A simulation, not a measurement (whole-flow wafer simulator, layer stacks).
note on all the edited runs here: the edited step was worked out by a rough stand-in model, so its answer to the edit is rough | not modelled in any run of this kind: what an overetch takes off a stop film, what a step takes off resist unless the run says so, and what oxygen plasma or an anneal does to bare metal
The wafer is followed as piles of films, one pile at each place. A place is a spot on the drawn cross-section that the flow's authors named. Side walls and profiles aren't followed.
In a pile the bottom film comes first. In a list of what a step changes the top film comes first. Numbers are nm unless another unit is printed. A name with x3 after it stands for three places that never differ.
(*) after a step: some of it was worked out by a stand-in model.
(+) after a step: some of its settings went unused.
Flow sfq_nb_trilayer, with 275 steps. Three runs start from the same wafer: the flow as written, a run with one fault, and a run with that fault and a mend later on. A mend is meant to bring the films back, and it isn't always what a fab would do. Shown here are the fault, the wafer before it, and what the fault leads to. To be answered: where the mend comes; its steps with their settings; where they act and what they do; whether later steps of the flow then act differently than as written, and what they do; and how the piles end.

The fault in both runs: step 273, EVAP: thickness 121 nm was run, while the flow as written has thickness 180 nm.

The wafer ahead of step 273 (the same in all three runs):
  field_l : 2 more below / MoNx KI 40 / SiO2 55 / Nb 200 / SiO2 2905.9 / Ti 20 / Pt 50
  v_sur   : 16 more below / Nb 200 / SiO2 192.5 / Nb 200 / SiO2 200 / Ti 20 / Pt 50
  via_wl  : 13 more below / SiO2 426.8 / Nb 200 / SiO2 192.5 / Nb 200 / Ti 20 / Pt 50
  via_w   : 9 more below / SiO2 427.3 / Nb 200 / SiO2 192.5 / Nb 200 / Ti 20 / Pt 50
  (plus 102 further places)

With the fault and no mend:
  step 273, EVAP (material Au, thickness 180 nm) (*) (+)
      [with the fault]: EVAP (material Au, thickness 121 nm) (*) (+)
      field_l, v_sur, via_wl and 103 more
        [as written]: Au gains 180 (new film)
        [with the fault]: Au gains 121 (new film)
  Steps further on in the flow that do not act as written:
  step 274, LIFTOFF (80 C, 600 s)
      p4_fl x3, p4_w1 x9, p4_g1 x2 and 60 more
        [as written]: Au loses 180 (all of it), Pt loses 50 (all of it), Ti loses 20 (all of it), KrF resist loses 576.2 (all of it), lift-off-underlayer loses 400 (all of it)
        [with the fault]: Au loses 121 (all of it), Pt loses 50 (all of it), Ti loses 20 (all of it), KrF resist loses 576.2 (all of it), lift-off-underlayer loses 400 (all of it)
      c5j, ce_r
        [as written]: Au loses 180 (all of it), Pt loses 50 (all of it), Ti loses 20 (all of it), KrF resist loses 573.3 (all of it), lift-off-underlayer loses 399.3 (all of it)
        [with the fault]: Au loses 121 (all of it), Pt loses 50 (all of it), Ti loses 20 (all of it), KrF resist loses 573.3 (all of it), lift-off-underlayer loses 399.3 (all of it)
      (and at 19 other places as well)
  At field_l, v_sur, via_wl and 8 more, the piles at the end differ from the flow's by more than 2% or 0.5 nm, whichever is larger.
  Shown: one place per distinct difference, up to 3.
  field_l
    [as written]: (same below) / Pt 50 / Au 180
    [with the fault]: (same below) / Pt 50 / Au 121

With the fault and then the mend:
  The mend follows step 273.
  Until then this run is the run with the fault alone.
  step 273a, EVAP (material Au, thickness 59 nm) (*) (+) (a further turn of the flow's step 273, with different settings)
      field_l, v_sur, via_wl and 103 more
        Au gains 59
  Every later step of the flow that is run acts as written at every place that is followed.
  At every place that both follow, the piles at the end match the flow's.
